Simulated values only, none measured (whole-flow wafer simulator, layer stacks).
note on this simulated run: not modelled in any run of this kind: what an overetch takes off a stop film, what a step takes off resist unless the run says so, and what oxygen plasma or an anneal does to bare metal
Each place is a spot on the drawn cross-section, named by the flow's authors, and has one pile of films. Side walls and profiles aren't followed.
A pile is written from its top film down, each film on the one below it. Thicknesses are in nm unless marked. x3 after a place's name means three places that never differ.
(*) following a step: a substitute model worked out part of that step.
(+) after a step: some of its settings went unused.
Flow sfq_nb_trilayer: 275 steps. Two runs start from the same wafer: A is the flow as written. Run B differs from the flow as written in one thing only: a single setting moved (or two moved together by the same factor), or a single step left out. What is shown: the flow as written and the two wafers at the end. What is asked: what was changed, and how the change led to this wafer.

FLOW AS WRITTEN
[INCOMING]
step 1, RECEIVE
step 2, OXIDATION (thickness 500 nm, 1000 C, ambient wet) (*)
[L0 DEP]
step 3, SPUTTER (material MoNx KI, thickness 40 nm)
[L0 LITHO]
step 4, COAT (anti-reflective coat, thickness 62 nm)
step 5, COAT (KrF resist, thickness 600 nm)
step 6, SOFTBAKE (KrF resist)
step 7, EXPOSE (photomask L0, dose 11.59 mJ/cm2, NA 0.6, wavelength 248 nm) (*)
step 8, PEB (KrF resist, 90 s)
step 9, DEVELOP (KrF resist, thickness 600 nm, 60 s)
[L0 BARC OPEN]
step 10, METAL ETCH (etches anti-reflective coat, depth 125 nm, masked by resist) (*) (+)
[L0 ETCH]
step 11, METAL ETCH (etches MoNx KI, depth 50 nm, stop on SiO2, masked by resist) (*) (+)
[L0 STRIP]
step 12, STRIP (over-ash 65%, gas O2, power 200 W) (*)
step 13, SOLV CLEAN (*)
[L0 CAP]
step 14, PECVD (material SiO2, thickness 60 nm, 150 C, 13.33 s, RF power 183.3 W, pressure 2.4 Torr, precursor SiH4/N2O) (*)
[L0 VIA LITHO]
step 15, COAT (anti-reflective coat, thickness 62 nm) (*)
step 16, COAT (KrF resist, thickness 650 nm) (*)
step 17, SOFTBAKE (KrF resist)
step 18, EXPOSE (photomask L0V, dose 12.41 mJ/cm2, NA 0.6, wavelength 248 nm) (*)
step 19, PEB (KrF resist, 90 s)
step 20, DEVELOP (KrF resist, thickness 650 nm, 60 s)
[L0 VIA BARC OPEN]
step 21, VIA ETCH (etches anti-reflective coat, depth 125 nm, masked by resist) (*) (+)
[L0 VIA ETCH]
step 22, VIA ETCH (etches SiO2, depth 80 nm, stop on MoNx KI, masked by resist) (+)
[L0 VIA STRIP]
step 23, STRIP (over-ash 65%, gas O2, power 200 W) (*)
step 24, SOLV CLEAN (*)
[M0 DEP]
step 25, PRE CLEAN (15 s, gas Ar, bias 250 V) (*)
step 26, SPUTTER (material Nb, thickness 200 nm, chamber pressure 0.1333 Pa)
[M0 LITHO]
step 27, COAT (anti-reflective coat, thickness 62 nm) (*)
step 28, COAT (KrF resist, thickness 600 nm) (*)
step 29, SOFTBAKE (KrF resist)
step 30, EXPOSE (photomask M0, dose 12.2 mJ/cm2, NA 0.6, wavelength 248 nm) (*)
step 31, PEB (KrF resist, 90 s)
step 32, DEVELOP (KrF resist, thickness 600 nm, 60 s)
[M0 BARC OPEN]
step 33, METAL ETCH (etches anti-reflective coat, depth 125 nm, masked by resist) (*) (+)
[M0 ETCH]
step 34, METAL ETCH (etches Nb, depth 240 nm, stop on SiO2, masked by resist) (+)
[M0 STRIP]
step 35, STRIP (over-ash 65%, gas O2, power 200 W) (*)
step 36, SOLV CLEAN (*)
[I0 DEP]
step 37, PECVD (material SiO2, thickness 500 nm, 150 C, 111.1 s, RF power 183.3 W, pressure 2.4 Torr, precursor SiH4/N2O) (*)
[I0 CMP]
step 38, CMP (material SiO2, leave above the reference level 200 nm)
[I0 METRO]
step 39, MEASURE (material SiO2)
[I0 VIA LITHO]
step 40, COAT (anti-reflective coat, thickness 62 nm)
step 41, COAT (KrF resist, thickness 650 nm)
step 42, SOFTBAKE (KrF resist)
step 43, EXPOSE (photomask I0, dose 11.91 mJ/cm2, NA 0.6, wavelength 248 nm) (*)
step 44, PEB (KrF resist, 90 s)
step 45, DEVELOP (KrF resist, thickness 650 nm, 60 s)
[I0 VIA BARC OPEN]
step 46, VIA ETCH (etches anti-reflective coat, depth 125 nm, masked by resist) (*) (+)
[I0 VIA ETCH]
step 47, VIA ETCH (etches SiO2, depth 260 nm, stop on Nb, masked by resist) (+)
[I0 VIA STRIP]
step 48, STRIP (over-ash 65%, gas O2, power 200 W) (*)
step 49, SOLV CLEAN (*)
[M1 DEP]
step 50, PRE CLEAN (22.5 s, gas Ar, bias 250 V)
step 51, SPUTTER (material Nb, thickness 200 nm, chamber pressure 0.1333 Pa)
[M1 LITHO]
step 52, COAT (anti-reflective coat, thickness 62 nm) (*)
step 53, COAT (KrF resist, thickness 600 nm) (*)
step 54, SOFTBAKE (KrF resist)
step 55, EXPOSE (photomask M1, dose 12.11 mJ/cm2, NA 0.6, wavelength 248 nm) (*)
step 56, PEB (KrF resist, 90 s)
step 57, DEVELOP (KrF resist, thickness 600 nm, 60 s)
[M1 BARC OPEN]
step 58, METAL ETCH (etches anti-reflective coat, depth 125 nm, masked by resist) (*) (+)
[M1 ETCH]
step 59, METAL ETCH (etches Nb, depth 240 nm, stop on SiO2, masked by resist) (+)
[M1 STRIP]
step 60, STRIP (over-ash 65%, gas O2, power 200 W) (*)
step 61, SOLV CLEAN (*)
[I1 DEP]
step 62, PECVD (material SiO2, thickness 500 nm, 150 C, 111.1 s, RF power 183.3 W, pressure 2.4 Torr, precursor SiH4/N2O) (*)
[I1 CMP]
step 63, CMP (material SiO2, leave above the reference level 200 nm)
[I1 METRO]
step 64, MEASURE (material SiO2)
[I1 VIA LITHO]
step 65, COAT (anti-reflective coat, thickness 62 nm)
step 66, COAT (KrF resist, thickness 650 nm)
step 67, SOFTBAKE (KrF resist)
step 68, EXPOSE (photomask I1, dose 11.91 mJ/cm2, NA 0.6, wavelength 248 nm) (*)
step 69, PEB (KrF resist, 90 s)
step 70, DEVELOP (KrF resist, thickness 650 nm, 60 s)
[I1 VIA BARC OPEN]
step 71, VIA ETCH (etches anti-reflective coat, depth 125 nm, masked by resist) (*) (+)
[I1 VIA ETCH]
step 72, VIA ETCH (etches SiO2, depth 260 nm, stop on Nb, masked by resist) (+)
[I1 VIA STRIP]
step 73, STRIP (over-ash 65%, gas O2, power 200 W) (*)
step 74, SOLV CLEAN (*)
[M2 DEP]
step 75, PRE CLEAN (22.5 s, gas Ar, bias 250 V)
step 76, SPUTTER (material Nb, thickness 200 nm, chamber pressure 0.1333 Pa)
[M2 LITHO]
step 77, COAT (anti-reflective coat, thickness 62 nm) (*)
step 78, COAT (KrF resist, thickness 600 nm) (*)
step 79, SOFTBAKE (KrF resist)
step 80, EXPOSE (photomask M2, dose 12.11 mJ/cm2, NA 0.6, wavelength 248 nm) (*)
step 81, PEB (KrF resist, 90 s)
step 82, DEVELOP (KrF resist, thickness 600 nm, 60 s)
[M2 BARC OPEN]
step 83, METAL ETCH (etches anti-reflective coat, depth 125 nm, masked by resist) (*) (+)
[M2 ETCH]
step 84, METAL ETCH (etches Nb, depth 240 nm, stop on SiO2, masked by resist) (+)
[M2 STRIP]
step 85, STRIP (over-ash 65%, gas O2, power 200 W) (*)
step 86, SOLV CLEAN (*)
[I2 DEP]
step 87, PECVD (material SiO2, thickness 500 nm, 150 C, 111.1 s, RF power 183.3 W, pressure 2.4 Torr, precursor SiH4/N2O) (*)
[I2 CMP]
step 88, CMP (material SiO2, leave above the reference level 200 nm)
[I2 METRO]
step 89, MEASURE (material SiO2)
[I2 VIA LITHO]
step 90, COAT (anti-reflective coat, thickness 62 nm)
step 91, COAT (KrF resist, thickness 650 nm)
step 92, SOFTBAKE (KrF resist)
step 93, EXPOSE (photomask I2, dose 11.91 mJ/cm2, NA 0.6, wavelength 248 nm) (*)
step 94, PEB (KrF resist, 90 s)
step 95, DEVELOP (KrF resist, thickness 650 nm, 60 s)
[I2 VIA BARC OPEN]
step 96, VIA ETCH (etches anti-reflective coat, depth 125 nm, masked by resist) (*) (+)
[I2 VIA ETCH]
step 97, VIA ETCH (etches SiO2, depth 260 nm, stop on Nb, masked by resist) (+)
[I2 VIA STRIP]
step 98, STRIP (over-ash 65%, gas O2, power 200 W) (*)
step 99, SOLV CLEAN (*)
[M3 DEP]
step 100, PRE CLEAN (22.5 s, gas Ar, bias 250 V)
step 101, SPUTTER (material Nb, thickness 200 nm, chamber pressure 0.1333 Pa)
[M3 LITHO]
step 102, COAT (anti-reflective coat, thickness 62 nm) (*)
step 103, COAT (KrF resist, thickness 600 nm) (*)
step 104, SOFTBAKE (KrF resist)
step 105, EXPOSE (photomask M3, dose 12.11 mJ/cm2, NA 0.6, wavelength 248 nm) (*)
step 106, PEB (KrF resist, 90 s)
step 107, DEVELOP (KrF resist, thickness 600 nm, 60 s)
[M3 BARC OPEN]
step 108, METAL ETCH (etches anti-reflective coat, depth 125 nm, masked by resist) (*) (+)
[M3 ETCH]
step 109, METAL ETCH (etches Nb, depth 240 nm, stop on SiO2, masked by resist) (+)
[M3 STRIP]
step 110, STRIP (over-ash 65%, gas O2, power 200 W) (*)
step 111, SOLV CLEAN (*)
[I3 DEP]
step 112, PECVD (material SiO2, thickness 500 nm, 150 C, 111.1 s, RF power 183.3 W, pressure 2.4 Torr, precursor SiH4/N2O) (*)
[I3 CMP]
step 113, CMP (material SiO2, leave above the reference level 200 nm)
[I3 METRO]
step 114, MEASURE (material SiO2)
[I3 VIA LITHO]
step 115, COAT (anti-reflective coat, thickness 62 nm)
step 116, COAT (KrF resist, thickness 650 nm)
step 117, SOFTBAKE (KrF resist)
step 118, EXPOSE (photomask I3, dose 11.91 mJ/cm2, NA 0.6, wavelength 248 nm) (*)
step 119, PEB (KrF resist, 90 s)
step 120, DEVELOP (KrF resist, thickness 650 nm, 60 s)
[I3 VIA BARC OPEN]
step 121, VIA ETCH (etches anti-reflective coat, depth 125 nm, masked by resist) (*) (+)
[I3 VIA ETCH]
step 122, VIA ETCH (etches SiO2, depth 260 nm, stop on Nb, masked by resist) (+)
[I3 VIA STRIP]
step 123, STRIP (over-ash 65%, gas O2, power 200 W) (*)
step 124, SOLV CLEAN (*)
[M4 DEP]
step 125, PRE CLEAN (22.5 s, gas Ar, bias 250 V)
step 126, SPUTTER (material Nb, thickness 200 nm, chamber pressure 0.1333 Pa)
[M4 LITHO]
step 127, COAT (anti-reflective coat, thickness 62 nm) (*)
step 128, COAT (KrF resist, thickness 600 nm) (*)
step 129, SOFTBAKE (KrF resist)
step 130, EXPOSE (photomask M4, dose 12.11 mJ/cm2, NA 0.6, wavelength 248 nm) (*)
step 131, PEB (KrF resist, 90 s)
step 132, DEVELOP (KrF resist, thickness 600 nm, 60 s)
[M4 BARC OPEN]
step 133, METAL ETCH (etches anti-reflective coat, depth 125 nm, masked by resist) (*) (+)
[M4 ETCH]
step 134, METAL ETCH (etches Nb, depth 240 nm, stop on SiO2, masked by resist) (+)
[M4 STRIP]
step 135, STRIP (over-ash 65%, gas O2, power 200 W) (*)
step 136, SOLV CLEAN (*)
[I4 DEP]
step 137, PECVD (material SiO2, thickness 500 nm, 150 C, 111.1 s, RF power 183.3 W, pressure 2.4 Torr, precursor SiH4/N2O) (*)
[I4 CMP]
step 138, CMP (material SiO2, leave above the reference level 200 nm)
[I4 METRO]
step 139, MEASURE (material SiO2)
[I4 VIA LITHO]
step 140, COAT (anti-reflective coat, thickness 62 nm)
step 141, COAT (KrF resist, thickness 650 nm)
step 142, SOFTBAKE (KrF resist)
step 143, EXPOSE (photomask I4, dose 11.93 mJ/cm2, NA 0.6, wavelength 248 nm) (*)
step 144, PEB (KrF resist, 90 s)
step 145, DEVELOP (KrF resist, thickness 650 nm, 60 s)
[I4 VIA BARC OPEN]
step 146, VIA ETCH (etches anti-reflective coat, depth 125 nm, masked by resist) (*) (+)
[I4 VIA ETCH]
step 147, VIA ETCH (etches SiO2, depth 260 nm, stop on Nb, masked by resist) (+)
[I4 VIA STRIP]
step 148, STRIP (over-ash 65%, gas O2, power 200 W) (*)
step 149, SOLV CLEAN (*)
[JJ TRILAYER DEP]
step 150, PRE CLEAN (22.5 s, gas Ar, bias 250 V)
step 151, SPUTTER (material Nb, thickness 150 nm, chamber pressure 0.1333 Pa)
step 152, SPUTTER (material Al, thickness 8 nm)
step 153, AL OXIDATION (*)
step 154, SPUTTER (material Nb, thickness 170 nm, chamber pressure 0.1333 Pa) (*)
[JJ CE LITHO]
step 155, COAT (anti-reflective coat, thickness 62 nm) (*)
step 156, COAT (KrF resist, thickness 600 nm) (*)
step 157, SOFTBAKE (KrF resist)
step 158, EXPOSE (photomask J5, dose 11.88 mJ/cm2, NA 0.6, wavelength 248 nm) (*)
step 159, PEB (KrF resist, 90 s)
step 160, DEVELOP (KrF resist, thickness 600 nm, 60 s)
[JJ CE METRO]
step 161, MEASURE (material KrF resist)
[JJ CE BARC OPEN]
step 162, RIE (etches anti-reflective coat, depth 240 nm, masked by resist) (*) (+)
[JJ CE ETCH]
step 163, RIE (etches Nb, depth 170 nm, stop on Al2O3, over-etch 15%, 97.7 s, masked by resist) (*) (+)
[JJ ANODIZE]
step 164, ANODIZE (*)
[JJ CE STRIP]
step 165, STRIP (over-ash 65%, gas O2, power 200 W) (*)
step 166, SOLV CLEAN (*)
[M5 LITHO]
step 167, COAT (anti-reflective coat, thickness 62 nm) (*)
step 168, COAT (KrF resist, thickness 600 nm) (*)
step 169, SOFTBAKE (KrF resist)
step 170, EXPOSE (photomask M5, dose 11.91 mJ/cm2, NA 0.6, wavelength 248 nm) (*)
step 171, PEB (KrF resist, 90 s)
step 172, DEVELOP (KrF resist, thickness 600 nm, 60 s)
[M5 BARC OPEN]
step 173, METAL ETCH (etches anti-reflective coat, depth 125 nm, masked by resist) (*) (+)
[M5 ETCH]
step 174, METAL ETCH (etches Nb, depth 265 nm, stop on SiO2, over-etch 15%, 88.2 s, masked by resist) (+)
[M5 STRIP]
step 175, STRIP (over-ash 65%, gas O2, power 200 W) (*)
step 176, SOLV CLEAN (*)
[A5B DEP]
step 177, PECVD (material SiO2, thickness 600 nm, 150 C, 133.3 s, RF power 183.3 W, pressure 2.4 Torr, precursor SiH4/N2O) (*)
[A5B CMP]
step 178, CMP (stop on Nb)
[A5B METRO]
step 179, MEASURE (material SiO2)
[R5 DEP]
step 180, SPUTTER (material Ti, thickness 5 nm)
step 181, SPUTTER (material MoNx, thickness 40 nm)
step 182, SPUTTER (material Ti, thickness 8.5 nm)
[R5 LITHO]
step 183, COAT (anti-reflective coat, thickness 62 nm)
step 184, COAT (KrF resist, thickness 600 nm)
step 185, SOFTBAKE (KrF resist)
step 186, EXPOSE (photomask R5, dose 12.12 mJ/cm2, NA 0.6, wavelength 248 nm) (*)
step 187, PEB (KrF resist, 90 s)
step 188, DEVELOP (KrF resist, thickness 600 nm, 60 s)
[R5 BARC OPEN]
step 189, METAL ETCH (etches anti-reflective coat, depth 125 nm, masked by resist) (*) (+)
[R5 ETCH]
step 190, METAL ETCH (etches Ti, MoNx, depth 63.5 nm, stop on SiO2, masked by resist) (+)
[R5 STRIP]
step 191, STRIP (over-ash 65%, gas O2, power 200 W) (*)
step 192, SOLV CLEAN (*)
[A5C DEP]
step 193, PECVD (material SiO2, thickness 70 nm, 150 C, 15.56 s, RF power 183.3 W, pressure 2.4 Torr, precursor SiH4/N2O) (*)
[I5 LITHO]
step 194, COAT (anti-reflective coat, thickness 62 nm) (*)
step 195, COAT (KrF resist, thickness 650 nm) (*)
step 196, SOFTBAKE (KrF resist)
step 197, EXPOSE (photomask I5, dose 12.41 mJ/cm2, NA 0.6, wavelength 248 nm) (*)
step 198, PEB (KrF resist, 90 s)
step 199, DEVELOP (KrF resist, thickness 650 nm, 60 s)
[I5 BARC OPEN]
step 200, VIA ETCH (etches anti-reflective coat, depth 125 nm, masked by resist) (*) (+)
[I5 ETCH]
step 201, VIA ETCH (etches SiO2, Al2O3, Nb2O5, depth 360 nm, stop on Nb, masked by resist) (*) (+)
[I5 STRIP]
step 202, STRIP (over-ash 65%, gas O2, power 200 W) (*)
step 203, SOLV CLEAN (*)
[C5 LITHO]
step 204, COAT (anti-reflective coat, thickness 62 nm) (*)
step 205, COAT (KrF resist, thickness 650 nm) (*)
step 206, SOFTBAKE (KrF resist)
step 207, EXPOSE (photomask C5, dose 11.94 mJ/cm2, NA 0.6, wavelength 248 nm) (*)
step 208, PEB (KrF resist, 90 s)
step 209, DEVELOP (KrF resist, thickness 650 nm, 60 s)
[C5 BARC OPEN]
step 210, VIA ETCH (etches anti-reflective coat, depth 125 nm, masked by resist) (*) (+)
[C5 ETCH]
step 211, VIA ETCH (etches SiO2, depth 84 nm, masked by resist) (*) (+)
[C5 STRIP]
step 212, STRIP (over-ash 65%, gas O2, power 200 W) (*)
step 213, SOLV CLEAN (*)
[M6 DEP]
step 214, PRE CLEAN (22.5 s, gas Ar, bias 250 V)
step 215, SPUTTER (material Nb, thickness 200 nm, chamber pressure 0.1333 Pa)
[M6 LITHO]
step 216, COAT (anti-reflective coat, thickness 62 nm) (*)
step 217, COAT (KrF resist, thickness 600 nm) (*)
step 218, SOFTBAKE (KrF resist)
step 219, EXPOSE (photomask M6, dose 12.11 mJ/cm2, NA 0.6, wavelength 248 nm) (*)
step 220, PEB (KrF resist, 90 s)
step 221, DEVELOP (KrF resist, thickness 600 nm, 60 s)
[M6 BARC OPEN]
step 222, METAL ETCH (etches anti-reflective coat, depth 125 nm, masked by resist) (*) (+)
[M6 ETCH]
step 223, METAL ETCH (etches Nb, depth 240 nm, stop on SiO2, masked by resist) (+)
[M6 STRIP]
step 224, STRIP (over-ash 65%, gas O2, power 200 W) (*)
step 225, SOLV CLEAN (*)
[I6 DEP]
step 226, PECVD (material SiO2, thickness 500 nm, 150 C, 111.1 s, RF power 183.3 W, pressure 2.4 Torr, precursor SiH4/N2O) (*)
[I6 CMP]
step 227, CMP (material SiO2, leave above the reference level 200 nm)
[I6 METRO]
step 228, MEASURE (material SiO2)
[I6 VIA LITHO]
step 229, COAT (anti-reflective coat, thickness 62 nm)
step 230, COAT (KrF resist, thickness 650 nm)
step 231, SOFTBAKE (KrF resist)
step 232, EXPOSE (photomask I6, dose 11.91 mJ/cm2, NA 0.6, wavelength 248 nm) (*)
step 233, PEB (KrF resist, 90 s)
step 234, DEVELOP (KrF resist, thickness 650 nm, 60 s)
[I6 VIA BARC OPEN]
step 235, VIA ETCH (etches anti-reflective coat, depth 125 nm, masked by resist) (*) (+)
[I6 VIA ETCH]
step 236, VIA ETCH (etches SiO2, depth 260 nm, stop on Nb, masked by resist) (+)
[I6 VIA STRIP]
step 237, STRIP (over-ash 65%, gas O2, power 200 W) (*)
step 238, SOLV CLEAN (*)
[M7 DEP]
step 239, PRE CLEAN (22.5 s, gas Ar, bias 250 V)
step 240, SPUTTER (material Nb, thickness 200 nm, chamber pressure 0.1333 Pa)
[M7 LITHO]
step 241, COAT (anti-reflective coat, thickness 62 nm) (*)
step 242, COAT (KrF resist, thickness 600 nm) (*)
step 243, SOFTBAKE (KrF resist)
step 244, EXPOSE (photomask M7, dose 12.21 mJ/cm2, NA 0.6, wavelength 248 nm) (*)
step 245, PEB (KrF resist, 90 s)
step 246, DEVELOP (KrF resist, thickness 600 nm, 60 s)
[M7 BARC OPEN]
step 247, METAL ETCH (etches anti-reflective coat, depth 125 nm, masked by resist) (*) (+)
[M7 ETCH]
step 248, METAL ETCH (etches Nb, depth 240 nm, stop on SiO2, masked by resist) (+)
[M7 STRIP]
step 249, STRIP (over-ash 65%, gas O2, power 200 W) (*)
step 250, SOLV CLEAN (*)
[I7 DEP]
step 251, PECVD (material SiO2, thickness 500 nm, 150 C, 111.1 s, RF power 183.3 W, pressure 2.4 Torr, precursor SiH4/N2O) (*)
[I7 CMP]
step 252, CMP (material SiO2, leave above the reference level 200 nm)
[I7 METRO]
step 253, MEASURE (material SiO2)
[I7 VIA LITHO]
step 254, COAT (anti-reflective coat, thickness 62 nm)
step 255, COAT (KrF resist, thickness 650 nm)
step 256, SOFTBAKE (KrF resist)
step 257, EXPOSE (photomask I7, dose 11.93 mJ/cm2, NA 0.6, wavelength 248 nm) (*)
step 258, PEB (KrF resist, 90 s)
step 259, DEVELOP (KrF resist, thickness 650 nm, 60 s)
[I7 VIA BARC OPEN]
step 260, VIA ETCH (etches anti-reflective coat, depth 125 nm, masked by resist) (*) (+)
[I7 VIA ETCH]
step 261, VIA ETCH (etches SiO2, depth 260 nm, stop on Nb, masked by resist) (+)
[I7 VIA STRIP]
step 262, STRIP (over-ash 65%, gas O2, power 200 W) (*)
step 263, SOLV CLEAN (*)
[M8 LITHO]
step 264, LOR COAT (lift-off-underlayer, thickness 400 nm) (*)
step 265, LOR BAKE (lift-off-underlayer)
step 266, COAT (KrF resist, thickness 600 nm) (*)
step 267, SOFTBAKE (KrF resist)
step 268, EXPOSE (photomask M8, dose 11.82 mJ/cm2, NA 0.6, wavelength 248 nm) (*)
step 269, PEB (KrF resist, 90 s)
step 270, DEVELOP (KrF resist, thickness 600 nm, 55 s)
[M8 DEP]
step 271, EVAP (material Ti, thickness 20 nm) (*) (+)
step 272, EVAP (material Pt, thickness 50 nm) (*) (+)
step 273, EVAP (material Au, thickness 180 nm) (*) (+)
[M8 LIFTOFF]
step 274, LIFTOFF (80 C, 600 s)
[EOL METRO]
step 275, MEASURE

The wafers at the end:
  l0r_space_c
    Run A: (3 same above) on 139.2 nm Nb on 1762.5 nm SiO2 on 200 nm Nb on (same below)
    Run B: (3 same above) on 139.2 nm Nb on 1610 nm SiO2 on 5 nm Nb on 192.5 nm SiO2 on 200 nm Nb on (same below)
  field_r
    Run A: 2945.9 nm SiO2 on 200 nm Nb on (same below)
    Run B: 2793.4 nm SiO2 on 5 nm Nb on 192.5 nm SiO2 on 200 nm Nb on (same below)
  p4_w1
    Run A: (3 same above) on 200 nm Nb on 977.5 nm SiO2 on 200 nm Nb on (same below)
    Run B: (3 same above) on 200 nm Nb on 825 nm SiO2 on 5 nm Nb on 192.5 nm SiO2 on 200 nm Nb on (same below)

Cause: step 51, SPUTTER: thickness 245 nm was run, whereas the flow has thickness 200 nm.

How this came from the change, step by step:
  step 51, SPUTTER (material Nb, thickness 200 nm, chamber pressure 0.1333 Pa)
      field_l, v_sur, via_wl and 102 more: A Nb gains 200 (new film) | B Nb gains 245 (new film)
      via_w: A Nb gains 174.5 | B Nb gains 214.3
  step 52, COAT (anti-reflective coat, thickness 62 nm) (*)
      via_wl: A anti-reflective coat gains 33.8 (new film) | B anti-reflective coat gains 32.3 (new film)
      via_wr: A anti-reflective coat gains 34.9 (new film) | B anti-reflective coat gains 33.5 (new film)
  step 59, METAL ETCH (etches Nb, depth 240 nm, stop on SiO2, masked by resist) (+)
      field_l, be, be_sur and 79 more: A Nb loses 200 (all of it) | B Nb loses 240
  step 60, STRIP (over-ash 65%, gas O2, power 200 W) (*)
      via_wl: A KrF resist loses 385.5 (all of it), anti-reflective coat loses 33.8 (all of it) | B KrF resist loses 385.9 (all of it), anti-reflective coat loses 32.3 (all of it)
      via_wr: A KrF resist loses 384.4 (all of it), anti-reflective coat loses 34.9 (all of it) | B KrF resist loses 384.8 (all of it), anti-reflective coat loses 33.5 (all of it)
  step 62, PECVD (material SiO2, thickness 500 nm, 150 C, 111.1 s, RF power 183.3 W, pressure 2.4 Torr, precursor SiH4/N2O) (*)
      field_l, be, be_sur and 72 more: A SiO2 gains 500 | B SiO2 gains 500 (new film)
      lsp_m, ln_m6, lsp_r, l0_sur, l0v: A SiO2 gains 494.9 | B SiO2 gains 493.9 (new film)
      (also at 3 further places)
  step 63, CMP (material SiO2, leave above the reference level 200 nm)
      field_l, be, be_sur and 72 more: A SiO2 loses 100 | B SiO2 loses 60
      lsp_m, ln_m6, lsp_r, l0_sur, l0v: A SiO2 loses 94.9 | B SiO2 loses 53.9
      (also at 1 further place)
With metal films that touch counted as one body, l0r_space_c has 3 bodies (between them, from the top down: SiO2 1610; SiO2 192.5); the flow as written gives 2 bodies (between them, from the top down: SiO2 1762.5).
With metal films that touch counted as one body, field_r has 2 bodies (between them, from the top down: SiO2 192.5); the flow as written gives 1 body.
With metal films that touch counted as one body, p4_w1 has 4 bodies (between them, from the top down: SiO2 192.5; SiO2 825; SiO2 192.5); the flow as written gives 3 bodies (between them, from the top down: SiO2 192.5; SiO2 977.5).
